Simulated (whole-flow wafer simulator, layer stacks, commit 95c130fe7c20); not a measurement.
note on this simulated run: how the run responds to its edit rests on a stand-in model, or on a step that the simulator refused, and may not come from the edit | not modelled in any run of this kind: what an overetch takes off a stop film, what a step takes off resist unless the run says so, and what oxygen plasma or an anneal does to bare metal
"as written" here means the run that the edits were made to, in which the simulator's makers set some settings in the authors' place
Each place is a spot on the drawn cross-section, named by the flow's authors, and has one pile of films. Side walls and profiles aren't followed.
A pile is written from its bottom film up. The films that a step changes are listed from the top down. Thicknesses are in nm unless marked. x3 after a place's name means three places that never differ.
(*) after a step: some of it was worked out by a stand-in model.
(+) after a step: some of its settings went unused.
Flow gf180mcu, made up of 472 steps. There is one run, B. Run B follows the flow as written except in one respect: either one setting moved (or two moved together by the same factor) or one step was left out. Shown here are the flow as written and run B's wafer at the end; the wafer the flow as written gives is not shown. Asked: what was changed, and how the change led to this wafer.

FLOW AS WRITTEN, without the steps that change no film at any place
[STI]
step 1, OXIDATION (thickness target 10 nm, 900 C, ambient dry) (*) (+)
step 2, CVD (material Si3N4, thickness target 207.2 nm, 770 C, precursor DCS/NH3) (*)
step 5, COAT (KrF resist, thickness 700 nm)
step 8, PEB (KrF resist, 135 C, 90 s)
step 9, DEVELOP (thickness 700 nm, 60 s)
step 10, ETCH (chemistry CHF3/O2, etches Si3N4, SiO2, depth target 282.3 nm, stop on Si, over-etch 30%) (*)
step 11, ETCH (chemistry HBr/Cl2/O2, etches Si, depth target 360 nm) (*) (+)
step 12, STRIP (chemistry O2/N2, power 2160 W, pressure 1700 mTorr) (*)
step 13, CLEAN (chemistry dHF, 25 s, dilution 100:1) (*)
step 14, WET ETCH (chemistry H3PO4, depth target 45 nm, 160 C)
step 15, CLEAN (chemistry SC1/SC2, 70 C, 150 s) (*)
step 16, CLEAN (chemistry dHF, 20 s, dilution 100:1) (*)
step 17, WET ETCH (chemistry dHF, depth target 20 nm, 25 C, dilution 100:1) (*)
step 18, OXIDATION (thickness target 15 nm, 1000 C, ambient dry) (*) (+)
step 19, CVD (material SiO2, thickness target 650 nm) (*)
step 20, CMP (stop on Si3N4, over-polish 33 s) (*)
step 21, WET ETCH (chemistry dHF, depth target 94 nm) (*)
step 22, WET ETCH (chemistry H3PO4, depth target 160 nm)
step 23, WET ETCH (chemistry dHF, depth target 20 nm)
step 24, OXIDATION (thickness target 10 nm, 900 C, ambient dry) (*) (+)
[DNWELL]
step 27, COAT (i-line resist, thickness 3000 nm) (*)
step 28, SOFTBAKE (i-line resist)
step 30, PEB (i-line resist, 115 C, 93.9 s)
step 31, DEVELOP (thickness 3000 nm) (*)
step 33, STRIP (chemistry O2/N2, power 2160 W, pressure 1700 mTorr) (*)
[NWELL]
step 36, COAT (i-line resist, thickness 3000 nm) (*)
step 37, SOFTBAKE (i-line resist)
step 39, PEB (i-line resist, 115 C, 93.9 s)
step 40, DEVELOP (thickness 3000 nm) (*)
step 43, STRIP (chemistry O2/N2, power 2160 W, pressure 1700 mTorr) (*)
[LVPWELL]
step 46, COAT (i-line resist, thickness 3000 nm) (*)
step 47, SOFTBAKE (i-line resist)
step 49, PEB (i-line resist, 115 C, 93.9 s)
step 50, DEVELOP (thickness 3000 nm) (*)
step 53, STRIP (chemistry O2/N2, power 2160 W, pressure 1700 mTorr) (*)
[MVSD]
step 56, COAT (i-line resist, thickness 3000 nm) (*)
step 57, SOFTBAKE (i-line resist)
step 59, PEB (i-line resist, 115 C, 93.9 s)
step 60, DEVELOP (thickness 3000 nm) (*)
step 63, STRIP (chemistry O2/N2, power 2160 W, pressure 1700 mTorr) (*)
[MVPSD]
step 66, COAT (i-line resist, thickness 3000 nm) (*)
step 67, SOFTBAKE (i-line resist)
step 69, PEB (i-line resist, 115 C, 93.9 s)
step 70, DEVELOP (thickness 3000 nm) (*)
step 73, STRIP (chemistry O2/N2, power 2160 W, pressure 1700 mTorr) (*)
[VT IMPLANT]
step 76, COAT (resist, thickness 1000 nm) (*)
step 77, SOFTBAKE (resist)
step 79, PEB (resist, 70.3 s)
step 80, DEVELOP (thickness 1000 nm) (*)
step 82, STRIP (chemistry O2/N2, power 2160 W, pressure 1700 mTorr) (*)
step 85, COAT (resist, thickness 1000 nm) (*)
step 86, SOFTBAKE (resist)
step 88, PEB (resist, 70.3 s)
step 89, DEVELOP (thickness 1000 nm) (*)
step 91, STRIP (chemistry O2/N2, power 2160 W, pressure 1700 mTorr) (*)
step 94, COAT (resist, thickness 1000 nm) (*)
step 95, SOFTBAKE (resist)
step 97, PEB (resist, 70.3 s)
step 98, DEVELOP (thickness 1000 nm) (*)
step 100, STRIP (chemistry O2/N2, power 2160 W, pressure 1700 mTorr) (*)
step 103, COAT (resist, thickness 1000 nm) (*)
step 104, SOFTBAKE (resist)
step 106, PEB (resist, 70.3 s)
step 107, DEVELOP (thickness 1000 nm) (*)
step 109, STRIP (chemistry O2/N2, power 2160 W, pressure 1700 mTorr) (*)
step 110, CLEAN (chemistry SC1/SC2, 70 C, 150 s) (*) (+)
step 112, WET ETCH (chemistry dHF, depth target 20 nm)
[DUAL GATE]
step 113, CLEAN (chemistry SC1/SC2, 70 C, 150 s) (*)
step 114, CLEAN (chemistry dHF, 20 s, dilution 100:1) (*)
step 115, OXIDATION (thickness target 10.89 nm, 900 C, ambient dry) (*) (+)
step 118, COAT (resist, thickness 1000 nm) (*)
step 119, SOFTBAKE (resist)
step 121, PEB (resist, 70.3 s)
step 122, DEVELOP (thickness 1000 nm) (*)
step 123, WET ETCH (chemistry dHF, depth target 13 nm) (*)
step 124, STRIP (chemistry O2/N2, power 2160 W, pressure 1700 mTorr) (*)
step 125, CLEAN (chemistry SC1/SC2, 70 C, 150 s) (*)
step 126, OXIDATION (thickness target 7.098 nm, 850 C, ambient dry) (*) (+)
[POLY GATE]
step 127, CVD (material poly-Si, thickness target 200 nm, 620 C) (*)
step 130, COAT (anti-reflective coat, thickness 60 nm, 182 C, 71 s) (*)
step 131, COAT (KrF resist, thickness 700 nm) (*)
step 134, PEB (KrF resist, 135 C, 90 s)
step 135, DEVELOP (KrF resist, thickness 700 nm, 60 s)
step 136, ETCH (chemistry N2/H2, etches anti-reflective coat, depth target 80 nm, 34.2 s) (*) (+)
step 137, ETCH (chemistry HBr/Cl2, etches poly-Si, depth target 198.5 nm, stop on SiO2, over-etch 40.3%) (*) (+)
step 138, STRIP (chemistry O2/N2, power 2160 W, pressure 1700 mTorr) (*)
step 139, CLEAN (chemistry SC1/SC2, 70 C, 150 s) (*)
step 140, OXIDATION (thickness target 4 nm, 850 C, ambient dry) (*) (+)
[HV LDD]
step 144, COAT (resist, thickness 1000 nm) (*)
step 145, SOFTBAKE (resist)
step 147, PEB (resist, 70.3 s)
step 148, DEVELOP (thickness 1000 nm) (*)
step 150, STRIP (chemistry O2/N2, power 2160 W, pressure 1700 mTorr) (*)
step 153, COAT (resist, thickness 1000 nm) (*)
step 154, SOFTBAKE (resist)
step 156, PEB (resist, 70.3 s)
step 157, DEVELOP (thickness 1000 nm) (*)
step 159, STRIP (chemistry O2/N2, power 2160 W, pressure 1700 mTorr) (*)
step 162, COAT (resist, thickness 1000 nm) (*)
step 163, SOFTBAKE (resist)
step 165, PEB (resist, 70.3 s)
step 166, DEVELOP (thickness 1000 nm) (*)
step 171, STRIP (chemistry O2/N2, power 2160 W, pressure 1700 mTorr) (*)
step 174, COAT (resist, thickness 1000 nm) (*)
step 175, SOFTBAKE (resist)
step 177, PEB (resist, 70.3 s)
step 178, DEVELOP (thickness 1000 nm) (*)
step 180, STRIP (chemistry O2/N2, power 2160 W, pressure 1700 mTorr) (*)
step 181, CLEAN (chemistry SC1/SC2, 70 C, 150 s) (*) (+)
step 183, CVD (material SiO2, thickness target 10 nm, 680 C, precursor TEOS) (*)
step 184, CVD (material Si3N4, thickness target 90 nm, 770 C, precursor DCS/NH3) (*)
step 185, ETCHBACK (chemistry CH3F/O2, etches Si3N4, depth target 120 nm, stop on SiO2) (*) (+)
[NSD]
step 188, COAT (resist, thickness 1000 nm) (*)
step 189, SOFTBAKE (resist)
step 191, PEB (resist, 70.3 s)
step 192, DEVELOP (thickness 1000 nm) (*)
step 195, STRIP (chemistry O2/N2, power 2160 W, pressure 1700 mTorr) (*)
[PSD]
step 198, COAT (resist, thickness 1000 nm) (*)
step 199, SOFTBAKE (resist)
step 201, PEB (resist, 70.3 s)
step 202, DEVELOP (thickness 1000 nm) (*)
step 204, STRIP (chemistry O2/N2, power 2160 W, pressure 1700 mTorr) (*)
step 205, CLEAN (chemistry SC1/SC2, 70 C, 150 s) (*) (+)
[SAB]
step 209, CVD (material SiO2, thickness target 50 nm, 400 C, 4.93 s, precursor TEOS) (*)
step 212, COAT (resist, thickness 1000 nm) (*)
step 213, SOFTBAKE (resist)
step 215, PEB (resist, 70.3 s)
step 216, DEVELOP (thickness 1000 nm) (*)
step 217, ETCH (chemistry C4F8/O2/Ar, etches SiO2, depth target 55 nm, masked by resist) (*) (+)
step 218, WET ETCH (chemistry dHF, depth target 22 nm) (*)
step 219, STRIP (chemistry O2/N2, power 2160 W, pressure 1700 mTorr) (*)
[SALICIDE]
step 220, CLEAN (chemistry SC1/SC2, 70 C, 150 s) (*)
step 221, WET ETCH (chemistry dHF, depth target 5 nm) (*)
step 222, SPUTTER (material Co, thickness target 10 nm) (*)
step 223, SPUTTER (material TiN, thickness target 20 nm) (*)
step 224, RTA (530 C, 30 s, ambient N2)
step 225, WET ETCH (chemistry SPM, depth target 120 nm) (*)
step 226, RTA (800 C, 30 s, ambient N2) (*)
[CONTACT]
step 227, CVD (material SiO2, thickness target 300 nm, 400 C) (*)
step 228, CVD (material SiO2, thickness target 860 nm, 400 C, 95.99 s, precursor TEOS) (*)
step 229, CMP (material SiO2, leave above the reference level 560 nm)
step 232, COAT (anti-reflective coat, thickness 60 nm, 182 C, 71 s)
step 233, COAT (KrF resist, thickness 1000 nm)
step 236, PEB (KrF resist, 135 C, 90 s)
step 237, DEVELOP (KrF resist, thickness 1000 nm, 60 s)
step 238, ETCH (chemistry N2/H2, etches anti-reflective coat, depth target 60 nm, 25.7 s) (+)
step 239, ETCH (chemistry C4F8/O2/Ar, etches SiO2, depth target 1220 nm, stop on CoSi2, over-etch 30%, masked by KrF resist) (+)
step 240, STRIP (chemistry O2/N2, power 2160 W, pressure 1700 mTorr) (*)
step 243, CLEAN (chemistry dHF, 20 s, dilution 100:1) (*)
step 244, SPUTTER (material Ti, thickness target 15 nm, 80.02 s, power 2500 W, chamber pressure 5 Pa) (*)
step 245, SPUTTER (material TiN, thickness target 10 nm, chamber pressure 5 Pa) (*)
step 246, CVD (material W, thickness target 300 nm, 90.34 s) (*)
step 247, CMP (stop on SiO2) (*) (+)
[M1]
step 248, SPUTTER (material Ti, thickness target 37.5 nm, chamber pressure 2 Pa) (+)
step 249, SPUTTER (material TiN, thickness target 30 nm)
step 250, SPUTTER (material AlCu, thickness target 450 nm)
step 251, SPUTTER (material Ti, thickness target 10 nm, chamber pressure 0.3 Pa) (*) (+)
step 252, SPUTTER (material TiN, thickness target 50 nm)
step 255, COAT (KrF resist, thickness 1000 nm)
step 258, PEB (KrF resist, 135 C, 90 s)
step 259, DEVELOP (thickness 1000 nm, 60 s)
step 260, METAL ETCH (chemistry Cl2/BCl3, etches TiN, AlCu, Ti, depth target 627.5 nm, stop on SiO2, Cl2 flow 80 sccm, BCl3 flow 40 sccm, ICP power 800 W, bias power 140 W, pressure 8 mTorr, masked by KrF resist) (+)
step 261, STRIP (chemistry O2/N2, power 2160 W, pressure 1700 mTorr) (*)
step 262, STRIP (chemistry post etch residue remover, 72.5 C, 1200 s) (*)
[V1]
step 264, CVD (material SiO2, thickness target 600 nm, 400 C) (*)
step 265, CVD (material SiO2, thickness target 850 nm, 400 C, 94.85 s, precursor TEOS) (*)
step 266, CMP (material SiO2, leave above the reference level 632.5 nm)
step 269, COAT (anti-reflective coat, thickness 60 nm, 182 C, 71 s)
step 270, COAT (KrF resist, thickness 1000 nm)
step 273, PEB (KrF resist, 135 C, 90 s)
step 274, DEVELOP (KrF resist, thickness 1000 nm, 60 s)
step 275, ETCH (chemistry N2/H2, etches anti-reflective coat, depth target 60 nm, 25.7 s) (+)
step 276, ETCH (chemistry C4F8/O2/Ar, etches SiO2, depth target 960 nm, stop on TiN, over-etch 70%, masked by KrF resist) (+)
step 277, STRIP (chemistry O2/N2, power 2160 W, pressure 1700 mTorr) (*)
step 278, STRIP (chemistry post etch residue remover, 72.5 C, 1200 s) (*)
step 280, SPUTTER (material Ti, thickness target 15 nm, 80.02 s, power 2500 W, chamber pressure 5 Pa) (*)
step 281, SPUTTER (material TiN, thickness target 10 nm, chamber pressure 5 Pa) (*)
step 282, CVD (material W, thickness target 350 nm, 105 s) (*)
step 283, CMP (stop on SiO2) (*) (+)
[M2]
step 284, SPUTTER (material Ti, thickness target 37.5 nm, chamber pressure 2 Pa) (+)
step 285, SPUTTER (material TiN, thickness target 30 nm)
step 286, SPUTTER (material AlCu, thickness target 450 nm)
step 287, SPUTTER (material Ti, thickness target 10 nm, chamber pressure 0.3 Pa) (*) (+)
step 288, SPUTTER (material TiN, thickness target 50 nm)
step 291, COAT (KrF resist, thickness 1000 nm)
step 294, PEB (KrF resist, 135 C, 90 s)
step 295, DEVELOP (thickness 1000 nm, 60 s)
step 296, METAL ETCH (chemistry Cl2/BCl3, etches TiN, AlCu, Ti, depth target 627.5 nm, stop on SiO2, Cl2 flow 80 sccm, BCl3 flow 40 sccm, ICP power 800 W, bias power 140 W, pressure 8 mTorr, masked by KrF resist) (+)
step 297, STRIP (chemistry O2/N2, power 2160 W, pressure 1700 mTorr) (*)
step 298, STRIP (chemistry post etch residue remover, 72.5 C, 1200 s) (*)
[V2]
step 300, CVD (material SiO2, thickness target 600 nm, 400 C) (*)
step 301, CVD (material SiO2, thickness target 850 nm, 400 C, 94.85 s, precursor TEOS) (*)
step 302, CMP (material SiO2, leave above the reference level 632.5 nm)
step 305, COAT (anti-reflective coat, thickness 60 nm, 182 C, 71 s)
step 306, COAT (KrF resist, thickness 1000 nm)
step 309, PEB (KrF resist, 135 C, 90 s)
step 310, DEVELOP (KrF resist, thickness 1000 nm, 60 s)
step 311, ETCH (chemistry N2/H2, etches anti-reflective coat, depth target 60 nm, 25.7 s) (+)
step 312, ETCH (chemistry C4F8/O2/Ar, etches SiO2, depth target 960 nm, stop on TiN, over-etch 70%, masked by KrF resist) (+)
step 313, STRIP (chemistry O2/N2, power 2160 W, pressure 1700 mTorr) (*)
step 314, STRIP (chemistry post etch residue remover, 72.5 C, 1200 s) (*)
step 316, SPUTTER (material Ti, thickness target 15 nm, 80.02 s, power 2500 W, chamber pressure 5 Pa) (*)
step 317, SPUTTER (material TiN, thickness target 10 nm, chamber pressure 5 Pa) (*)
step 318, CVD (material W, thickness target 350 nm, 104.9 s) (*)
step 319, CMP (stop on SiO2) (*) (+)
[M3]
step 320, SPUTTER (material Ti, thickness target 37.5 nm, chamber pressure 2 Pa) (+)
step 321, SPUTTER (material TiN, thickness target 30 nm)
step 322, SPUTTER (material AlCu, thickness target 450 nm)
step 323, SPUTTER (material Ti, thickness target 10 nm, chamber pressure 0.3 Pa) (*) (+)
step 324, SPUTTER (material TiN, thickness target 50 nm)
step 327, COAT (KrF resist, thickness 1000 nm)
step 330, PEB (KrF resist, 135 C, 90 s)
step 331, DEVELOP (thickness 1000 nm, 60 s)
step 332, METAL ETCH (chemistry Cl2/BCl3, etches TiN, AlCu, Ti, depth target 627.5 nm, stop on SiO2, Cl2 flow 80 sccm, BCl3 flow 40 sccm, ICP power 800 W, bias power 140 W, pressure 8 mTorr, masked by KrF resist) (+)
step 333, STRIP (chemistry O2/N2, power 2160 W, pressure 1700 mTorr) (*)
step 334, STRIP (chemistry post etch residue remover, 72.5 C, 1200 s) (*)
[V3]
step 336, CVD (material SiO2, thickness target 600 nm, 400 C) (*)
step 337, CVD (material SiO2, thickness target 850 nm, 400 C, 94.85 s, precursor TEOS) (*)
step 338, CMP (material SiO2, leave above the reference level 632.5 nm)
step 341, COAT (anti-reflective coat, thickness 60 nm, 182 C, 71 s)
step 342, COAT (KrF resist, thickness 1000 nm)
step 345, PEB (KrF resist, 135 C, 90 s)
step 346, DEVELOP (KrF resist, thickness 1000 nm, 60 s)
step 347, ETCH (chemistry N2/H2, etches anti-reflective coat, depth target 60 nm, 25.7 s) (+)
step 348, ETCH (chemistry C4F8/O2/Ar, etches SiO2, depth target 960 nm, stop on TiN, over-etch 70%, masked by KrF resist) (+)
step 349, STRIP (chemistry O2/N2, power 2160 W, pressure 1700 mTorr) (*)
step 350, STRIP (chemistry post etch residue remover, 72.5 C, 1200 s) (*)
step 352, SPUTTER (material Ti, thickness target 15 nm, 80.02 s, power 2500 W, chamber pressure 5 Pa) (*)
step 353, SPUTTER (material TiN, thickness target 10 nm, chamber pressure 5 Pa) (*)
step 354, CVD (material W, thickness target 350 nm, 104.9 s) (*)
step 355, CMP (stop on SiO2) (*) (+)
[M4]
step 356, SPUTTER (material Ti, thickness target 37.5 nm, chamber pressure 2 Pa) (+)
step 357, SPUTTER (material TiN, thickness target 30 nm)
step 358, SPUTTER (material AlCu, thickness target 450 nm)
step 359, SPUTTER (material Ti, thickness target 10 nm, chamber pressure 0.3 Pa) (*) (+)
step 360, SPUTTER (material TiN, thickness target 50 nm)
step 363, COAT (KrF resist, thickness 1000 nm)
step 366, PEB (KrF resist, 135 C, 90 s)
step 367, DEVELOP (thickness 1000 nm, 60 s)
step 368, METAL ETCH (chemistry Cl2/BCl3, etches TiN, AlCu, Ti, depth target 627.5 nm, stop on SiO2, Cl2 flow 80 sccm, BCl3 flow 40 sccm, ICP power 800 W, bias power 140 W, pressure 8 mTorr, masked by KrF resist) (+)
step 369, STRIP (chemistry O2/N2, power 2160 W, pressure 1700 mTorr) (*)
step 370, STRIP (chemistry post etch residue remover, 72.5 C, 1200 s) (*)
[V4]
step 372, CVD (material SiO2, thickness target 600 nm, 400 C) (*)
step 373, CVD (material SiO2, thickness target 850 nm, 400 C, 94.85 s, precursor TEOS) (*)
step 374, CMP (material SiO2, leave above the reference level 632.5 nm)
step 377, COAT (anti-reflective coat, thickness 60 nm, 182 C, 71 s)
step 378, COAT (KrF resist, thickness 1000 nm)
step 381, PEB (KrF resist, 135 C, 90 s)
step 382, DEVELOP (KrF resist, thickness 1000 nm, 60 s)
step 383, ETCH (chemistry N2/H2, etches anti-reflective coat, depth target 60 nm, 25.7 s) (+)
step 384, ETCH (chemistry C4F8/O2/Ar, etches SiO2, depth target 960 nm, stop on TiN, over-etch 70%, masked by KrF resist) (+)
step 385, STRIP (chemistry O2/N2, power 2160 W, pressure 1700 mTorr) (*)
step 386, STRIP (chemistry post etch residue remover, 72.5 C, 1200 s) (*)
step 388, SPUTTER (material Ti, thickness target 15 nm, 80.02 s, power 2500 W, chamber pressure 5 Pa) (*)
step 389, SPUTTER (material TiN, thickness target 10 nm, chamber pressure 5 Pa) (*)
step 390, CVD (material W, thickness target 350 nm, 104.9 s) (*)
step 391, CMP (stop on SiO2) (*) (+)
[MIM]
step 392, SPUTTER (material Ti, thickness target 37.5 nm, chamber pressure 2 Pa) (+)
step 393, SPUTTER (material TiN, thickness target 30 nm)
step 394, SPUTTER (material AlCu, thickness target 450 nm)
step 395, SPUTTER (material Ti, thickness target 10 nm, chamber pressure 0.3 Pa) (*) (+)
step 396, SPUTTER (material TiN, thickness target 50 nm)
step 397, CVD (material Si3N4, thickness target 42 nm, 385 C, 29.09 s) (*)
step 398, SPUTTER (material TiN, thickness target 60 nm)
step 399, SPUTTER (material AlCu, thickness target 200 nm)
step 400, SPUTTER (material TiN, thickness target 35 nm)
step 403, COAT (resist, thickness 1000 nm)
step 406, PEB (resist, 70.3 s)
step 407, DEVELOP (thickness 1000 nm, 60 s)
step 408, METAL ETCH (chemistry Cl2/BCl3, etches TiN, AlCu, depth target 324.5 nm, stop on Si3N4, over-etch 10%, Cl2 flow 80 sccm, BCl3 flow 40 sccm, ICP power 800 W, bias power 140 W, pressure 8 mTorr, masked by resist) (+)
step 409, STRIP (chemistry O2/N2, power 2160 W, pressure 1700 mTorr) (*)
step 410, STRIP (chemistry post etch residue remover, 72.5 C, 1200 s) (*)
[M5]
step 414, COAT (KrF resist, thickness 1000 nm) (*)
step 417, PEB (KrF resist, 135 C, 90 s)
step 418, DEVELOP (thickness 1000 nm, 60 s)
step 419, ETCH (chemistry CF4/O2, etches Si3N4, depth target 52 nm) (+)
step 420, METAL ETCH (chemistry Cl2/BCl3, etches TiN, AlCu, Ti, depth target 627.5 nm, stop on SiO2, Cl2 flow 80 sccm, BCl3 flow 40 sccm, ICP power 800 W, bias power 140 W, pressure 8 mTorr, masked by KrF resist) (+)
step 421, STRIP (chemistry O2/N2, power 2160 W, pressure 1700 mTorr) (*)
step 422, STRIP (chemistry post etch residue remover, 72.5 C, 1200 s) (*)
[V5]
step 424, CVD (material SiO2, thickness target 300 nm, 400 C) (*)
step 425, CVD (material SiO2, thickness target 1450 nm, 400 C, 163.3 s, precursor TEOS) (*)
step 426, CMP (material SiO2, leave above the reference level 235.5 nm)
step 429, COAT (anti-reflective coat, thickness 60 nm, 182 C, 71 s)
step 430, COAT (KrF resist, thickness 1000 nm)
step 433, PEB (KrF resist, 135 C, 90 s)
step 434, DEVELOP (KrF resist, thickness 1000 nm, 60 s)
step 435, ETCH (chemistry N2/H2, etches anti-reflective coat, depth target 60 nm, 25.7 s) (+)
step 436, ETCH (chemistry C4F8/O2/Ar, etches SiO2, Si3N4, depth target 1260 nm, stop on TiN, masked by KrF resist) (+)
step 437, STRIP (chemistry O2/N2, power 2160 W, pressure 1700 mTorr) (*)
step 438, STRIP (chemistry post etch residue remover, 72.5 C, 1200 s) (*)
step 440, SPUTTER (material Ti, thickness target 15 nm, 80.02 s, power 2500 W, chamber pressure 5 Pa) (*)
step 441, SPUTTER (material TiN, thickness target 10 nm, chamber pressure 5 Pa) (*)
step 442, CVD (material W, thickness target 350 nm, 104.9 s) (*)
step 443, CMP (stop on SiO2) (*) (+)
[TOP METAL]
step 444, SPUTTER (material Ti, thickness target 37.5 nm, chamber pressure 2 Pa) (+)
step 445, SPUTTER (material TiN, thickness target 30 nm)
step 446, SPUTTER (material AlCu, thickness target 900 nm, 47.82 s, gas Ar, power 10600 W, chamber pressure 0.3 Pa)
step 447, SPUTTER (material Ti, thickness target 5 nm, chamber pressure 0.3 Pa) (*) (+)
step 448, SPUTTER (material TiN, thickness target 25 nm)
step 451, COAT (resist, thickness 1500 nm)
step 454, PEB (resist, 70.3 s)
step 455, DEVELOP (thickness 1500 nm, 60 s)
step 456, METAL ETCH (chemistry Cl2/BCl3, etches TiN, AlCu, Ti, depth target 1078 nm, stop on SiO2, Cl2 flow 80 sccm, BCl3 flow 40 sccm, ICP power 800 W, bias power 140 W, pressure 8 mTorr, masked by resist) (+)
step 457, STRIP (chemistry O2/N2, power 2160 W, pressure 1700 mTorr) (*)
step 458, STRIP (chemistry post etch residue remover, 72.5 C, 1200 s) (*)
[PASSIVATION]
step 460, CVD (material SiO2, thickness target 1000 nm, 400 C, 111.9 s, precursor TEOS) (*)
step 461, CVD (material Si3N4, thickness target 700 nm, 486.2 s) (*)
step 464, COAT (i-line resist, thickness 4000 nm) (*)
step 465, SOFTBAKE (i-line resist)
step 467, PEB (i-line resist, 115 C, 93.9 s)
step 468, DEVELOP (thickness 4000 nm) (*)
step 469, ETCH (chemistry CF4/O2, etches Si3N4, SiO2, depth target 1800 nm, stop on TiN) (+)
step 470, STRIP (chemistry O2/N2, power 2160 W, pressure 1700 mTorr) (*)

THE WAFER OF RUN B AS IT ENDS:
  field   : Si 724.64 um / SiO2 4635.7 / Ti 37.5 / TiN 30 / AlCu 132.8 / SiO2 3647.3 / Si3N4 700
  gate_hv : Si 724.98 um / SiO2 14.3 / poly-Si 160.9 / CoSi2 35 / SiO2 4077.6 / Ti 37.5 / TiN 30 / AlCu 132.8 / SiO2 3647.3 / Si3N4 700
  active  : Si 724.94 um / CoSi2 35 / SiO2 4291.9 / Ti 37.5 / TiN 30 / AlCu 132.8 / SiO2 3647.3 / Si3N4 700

The reason: step 358, SPUTTER: thickness target 706 nm was run, whereas the flow has thickness target 450 nm.

Step by step, how the change led to this:
  step 358, SPUTTER (material AlCu, thickness target 450 nm)
      field, field__w1, field__w2 and 108 more: AlCu gains 706 (new film) (it would be, as written: AlCu gains 450 (new film))
  step 368, METAL ETCH (chemistry Cl2/BCl3, etches TiN, AlCu, Ti, depth target 627.5 nm, stop on SiO2, Cl2 flow 80 sccm, BCl3 flow 40 sccm, ICP power 800 W, bias power 140 W, pressure 8 mTorr, masked by KrF resist) (+)
      field, field__w1, field__w2 and 103 more: TiN loses 50 (all of it), Ti loses 10 (all of it), AlCu loses 567.5 (it would be, as written: TiN loses 50 (all of it), Ti loses 10 (all of it), AlCu loses 450 (all of it), TiN loses 30 (all of it), Ti loses 37.5 (all of it))
  step 370, STRIP (chemistry post etch residue remover, 72.5 C, 1200 s) (*)
      field, field__w1, field__w2 and 103 more: AlCu loses 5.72 (it would be, as written: nothing)
  step 372, CVD (material SiO2, thickness target 600 nm, 400 C) (*)
      field, field__w1, field__w2 and 103 more: SiO2 gains 600 (new film) (it would be, as written: SiO2 gains 600)
  step 374, CMP (material SiO2, leave above the reference level 632.5 nm)
      field, field__w1, field__w2 and 103 more: SiO2 loses 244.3 (it would be, as written: SiO2 loses 300)
With metal films that touch counted as one body, field has 1 body; the flow as written gives 0 bodies.
With metal films that touch counted as one body, gate_hv has 2 bodies (between them, from the top down: SiO2 4077.6); the flow as written gives 1 body.
With metal films that touch counted as one body, active has 2 bodies (between them, from the top down: SiO2 4291.9); the flow as written gives 1 body.
